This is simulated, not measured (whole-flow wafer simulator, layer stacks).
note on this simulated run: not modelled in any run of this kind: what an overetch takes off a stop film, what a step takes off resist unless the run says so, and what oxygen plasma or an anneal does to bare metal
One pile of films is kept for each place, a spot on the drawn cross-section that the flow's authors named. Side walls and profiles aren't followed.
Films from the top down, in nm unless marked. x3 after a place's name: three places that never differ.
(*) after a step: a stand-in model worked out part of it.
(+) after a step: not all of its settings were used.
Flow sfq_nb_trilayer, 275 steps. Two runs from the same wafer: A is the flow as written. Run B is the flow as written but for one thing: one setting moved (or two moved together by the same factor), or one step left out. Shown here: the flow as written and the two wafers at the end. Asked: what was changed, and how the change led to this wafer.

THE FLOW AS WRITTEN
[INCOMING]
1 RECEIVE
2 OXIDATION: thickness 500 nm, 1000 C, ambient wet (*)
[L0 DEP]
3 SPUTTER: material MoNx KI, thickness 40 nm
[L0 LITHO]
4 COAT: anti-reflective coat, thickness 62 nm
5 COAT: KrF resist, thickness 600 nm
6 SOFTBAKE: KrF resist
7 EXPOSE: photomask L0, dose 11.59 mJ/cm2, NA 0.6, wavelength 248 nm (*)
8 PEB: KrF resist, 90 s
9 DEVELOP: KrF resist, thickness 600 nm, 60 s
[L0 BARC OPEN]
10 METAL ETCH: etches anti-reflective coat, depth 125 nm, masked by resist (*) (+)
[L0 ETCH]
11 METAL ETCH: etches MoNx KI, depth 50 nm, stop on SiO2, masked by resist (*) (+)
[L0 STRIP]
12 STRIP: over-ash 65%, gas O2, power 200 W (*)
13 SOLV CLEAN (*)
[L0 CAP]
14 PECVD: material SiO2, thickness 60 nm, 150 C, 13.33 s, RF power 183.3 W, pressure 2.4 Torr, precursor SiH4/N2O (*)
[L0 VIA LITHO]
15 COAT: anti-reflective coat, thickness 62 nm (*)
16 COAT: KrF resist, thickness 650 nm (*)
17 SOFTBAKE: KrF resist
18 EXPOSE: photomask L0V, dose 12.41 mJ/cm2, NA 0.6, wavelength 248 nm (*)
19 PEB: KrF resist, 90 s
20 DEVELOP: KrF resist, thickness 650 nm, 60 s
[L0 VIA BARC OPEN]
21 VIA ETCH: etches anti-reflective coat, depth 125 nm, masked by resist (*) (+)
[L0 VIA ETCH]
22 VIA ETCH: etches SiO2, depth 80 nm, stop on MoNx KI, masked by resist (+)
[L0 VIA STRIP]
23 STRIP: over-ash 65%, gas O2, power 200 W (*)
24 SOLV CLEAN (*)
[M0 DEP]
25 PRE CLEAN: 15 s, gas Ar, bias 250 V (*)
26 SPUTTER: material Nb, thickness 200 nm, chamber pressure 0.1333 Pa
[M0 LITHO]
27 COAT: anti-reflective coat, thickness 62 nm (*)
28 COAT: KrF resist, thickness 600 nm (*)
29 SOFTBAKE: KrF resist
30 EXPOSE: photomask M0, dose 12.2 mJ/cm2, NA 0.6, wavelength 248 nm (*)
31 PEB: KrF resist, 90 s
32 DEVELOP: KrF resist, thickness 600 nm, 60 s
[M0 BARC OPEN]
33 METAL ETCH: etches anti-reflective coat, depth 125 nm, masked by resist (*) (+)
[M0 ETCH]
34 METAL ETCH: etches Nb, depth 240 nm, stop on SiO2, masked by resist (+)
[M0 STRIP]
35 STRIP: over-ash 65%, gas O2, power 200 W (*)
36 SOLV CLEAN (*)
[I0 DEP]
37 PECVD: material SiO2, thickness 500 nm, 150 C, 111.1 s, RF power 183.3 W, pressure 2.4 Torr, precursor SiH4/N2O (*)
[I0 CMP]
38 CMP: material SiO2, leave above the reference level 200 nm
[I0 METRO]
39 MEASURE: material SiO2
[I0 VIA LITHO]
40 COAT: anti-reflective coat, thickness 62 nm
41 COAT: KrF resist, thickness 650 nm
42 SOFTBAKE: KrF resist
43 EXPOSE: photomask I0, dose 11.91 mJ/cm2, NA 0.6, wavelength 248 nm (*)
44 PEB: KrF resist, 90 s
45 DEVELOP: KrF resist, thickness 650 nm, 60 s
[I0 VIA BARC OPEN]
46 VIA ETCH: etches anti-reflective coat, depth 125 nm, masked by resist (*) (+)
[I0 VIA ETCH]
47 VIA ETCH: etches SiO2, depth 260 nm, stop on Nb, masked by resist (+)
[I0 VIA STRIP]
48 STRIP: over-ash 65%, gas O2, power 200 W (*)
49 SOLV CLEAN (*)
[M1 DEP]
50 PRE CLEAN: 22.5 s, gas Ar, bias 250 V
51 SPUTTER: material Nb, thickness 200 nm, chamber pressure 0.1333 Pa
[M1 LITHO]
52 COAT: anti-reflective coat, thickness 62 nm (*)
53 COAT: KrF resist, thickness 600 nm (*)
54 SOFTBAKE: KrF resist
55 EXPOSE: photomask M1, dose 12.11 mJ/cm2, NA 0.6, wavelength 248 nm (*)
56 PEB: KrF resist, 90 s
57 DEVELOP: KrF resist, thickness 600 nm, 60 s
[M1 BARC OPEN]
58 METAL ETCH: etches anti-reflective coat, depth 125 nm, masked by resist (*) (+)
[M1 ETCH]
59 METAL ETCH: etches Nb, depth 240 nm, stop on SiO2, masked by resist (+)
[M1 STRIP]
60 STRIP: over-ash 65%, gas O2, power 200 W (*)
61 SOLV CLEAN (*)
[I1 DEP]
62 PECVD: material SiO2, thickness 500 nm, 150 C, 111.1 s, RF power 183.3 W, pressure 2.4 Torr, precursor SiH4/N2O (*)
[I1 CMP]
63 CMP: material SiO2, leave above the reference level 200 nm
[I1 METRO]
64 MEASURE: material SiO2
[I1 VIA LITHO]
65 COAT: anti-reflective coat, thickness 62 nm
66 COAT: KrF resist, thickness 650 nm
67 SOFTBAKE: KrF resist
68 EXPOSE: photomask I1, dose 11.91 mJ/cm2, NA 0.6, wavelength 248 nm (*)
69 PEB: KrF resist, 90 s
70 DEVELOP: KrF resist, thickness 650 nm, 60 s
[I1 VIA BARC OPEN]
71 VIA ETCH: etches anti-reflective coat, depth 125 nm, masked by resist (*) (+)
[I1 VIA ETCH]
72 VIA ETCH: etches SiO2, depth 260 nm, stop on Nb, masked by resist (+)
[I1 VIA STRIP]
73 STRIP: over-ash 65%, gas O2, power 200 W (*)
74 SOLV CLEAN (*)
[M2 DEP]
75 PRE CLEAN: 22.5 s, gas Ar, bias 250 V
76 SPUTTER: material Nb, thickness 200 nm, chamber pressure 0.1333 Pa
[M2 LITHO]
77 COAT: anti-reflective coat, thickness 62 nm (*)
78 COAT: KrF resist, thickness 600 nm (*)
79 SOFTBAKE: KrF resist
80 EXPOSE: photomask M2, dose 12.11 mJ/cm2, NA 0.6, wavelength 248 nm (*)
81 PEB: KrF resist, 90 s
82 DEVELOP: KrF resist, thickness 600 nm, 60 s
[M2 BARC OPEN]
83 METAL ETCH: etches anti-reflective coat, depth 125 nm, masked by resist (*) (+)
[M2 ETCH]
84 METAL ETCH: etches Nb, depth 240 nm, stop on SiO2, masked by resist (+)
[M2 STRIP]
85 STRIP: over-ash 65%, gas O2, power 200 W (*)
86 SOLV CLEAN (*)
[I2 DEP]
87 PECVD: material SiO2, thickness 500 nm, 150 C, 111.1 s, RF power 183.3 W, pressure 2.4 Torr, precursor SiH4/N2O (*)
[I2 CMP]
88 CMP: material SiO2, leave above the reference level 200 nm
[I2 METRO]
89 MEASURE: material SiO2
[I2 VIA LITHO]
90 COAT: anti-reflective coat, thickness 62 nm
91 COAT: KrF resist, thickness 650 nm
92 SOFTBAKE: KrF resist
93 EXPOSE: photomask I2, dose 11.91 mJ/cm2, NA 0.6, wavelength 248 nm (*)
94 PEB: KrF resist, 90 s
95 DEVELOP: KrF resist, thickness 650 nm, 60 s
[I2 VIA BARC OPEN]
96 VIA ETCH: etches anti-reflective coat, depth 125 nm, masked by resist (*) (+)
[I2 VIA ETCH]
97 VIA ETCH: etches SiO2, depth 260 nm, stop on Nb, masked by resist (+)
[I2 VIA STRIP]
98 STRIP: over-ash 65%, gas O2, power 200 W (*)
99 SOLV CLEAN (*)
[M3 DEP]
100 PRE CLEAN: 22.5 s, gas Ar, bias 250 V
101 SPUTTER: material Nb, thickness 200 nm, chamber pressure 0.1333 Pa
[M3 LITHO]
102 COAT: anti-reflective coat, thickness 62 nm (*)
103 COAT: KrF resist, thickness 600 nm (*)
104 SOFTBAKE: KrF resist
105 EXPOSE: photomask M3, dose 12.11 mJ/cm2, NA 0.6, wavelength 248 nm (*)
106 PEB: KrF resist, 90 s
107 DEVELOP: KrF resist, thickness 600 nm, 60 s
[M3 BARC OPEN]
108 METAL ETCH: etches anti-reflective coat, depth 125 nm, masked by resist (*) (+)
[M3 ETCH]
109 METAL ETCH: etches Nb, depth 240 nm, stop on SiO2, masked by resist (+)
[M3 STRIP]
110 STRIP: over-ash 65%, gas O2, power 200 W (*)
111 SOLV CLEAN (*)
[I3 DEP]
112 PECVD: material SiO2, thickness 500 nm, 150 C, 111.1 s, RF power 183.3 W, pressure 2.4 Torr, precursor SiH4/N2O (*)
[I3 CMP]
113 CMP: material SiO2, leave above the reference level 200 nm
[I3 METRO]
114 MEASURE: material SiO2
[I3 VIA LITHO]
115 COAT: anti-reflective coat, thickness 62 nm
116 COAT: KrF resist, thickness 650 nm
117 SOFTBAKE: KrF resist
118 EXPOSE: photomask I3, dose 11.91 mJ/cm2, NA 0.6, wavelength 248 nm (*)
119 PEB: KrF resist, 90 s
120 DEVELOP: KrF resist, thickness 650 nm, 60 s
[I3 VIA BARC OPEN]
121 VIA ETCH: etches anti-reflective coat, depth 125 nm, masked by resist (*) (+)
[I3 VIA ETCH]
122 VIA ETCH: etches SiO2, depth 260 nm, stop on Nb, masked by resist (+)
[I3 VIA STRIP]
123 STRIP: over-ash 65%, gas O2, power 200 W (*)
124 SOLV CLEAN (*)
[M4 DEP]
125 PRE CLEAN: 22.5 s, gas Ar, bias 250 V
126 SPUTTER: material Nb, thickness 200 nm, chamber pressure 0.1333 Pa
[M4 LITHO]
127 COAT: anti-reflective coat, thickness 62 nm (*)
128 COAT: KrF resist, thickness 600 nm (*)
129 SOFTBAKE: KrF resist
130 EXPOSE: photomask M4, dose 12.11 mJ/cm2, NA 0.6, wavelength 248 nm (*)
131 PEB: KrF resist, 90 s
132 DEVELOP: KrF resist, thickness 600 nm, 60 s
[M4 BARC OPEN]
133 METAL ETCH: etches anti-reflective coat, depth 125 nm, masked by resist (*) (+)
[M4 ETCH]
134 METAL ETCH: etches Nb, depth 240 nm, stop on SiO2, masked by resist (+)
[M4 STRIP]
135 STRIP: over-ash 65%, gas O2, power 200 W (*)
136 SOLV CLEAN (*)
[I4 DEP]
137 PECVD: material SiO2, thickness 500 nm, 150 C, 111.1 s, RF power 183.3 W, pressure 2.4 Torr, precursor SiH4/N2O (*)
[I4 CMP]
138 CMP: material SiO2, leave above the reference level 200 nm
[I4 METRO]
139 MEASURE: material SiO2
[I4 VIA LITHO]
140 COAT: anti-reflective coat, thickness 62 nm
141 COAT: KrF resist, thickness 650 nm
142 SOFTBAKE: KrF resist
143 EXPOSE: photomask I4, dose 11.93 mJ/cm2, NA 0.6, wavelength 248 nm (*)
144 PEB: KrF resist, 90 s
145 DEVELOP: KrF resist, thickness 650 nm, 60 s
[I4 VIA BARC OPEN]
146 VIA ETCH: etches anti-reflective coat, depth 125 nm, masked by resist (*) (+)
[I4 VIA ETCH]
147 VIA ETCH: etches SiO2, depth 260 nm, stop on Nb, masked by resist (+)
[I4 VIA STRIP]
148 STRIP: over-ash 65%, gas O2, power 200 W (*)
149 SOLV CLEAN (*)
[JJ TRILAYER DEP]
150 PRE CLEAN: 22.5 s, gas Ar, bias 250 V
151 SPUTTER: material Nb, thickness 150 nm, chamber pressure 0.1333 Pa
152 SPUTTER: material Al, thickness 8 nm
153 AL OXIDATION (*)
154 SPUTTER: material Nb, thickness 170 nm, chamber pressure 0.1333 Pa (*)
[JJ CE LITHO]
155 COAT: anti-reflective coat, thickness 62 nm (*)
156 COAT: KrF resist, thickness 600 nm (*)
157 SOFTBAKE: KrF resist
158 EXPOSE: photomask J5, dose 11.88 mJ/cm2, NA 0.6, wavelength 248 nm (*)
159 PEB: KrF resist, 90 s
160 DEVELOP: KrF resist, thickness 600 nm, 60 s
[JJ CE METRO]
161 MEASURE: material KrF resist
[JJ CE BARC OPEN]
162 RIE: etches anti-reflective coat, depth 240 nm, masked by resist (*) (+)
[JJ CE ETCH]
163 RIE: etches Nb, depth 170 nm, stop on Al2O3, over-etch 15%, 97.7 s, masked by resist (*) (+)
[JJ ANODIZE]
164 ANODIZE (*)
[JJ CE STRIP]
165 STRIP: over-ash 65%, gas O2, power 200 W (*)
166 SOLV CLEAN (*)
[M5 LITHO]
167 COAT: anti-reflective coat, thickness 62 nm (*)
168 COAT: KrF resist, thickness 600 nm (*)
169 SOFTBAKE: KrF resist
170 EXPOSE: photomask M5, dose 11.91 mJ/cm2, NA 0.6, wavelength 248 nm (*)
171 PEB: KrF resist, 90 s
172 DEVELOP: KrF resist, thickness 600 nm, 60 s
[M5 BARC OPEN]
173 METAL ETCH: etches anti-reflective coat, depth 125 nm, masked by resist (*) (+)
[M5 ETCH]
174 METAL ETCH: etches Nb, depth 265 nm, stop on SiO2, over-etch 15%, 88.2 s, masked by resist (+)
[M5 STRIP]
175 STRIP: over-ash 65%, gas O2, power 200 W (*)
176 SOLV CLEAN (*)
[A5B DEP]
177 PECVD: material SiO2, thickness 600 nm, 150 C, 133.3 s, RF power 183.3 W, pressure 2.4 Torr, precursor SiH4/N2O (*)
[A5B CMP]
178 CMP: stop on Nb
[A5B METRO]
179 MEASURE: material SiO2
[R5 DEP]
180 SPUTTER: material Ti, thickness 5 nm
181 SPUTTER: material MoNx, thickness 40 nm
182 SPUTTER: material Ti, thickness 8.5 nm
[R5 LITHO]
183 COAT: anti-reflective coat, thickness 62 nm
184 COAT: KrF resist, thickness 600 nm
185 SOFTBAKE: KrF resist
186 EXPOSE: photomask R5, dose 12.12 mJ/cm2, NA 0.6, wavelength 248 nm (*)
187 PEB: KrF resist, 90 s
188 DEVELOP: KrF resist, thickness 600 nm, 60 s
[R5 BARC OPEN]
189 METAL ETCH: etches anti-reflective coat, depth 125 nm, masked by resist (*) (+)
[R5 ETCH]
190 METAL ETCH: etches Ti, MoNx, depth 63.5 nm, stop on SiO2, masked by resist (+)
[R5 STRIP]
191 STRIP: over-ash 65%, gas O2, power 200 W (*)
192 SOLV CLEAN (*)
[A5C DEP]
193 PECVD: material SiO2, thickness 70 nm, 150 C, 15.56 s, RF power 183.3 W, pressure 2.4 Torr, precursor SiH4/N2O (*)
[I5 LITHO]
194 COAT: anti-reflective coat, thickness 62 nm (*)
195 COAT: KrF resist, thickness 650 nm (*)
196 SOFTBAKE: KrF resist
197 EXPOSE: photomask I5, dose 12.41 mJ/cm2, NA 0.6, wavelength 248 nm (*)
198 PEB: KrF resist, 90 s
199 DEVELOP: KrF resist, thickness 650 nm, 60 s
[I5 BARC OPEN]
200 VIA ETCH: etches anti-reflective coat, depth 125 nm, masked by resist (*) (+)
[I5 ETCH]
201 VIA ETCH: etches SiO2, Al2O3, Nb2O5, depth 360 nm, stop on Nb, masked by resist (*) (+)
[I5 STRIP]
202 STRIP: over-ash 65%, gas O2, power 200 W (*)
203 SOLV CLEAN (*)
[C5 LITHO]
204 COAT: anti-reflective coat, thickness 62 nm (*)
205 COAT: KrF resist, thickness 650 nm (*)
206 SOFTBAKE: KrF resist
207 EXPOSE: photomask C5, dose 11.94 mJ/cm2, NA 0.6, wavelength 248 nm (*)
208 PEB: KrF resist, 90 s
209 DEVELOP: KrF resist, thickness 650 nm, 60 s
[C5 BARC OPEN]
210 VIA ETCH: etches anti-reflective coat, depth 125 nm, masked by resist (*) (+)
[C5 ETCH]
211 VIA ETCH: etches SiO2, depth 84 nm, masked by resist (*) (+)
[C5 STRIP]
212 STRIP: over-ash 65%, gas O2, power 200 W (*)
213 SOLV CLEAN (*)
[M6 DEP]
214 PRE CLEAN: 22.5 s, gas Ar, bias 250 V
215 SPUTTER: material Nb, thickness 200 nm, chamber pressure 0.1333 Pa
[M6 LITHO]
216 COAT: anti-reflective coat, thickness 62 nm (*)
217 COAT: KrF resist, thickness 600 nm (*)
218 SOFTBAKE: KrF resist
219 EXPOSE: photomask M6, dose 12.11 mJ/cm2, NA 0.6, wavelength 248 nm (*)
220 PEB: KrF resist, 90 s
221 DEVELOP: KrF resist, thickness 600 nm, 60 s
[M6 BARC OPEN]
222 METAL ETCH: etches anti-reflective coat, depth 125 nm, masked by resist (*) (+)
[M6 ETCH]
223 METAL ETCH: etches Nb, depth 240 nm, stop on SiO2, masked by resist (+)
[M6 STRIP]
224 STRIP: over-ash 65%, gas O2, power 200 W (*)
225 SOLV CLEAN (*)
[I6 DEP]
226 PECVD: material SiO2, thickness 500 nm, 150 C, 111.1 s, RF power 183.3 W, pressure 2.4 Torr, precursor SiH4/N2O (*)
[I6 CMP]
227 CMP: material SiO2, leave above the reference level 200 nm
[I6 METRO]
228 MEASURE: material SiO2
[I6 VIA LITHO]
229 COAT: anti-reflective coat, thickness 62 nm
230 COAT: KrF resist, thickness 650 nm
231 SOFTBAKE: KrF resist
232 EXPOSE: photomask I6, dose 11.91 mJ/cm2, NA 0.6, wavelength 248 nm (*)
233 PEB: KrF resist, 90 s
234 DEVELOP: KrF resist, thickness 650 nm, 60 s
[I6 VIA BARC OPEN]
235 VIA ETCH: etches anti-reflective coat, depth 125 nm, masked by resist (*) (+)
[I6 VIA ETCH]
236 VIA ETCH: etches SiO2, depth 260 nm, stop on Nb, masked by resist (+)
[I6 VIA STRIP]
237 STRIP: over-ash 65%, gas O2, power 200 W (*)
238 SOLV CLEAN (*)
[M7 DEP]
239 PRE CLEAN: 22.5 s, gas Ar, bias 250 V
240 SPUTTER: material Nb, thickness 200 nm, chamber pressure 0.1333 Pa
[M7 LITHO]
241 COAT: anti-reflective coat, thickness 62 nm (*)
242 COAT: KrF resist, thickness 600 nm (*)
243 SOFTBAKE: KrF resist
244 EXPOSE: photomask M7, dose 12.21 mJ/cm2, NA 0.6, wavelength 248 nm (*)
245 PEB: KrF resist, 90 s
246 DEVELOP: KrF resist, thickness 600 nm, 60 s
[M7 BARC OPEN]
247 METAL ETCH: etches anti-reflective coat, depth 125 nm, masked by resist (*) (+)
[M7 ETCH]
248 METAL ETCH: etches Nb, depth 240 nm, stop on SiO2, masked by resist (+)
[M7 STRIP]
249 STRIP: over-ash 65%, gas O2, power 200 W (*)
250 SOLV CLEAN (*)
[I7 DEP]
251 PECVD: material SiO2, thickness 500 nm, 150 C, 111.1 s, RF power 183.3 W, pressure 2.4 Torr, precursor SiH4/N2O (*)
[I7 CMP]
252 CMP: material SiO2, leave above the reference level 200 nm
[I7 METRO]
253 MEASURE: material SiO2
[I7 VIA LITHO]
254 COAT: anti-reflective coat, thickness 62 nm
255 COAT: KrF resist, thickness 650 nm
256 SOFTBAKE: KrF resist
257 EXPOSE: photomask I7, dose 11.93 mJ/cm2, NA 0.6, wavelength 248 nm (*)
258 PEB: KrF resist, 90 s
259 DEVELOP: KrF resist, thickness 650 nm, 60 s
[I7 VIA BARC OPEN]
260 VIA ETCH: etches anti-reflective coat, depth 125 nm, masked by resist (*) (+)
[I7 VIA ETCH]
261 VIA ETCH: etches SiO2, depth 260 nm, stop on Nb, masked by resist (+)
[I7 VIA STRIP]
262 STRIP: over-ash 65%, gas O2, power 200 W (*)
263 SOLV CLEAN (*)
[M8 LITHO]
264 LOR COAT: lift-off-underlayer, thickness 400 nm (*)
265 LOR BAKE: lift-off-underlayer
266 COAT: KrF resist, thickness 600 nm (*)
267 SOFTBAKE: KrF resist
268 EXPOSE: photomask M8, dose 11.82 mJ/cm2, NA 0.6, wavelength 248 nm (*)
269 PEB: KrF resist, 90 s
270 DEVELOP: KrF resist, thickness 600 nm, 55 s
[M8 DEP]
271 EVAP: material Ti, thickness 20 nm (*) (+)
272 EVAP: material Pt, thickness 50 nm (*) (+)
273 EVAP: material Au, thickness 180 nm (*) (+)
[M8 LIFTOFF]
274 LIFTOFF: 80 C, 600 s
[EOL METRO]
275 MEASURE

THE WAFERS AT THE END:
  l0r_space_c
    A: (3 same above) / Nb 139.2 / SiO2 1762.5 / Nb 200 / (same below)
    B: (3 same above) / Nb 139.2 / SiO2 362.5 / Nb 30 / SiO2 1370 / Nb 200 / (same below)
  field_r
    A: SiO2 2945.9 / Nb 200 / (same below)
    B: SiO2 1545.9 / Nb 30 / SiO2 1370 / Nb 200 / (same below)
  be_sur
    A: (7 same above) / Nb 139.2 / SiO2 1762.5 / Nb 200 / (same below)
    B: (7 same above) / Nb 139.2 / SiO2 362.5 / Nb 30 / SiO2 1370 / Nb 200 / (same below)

The cause: step 134, METAL ETCH: depth 170 nm was run, where the flow has depth 240 nm.

How the change led to this, step by step:
  134 METAL ETCH: etches Nb, depth 240 nm, stop on SiO2, masked by resist (+)
      field_l, be, be_sur and 64 more: A Nb -200 (all of it) | B Nb -170
      v_sur, via_wl, via_w and 36 more: A KrF resist -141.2 | B KrF resist -100
  135 STRIP: over-ash 65%, gas O2, power 200 W (*)
      p4_fl, p4_fm, p4_w1 and 26 more: A KrF resist -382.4 (all of it), anti-reflective coat -62 (all of it) | B KrF resist -423.6 (all of it), anti-reflective coat -62 (all of it)
      ln_m5, lsp_m, ln_m6: A KrF resist -381.9 (all of it), anti-reflective coat -61.8 (all of it) | B KrF resist -423.1 (all of it), anti-reflective coat -61.8 (all of it)
      (and at 7 more places)
  137 PECVD: material SiO2, thickness 500 nm, 150 C, 111.1 s, RF power 183.3 W, pressure 2.4 Torr, precursor SiH4/N2O (*)
      field_l, be, be_sur and 55 more: A SiO2 +500 | B SiO2 +500 (new film)
      p3_s0, p3_s1, p3_s2, p3_s3, p3_s4, p3_s5: A SiO2 +557.1 | B SiO2 +527.1 (new film)
      (and at 3 more places)
  138 CMP: material SiO2, leave above the reference level 200 nm
      field_l, be, be_sur and 55 more: A SiO2 -100 | B SiO2 -130
      lsp_r, l0_sur, l0v: A SiO2 -91.9 | B SiO2 -123.1
Counting metal films that touch as one body, l0r_space_c has 3 bodies (between them, from the top down: SiO2 362.5; SiO2 1370); the flow as written gives 2 bodies (between them, from the top down: SiO2 1762.5).
Counting metal films that touch as one body, field_r has 2 bodies (between them, from the top down: SiO2 1370); the flow as written gives 1 body.
Counting metal films that touch as one body, be_sur has 5 bodies (between them, from the top down: SiO2 192.5; SiO2 209 / Al2O3 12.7 / Nb2O5 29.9; SiO2 362.5; SiO2 1370); the flow as written gives 4 bodies (between them, from the top down: SiO2 192.5; SiO2 209 / Al2O3 12.7 / Nb2O5 29.9; SiO2 1762.5).
